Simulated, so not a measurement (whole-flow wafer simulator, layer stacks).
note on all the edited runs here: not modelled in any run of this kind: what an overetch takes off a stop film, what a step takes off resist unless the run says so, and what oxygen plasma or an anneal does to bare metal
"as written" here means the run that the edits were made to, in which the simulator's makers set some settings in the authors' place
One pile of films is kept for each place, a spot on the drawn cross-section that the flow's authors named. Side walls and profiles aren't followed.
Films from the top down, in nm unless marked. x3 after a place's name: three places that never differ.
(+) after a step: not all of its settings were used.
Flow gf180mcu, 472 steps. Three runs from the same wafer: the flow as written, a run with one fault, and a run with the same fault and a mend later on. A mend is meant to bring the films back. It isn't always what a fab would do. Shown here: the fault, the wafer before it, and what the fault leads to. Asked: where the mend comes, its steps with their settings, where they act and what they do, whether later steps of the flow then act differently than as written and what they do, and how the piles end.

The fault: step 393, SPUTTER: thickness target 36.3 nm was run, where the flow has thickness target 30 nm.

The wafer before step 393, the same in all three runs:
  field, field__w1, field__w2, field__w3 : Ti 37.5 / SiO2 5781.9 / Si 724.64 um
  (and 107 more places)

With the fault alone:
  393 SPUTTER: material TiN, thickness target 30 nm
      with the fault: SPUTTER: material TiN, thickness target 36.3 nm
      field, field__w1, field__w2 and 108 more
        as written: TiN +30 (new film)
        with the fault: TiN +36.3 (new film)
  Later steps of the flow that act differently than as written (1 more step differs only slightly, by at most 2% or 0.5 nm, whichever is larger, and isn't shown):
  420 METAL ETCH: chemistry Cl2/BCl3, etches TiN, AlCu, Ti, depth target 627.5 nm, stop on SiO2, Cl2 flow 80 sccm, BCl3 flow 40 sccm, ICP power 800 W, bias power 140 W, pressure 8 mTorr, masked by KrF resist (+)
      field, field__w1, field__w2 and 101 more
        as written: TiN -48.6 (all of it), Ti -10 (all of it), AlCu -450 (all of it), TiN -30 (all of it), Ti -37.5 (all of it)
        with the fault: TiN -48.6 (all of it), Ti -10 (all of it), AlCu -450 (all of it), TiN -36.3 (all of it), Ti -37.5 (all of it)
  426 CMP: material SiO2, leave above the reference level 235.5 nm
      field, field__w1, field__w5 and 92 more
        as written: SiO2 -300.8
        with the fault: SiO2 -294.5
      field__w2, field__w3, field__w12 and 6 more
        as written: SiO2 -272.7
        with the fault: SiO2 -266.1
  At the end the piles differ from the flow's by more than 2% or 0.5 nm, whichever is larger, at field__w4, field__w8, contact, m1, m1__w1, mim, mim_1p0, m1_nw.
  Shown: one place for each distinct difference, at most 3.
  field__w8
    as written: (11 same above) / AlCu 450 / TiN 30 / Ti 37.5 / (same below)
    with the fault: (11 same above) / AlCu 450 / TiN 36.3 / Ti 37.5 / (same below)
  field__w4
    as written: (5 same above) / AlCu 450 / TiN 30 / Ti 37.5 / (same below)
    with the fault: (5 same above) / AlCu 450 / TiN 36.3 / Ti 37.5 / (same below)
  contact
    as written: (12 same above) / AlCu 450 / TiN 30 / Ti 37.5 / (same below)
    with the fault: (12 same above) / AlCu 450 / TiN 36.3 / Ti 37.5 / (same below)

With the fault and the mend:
  The mend comes after step 393.
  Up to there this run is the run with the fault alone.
  393a METAL ETCH: chemistry Cl2/BCl3, etches TiN, AlCu, Ti, depth target 6.3 nm, Cl2 flow 80 sccm, BCl3 flow 40 sccm, ICP power 800 W, bias power 140 W, pressure 8 mTorr (the flow's step 260 once more, with other settings)
      field, field__w1, field__w2 and 108 more
        TiN -6.3
  No later step of the flow acts differently than as written at any place that is followed.
  At the end the piles are the same as the flow's at every place that both follow.
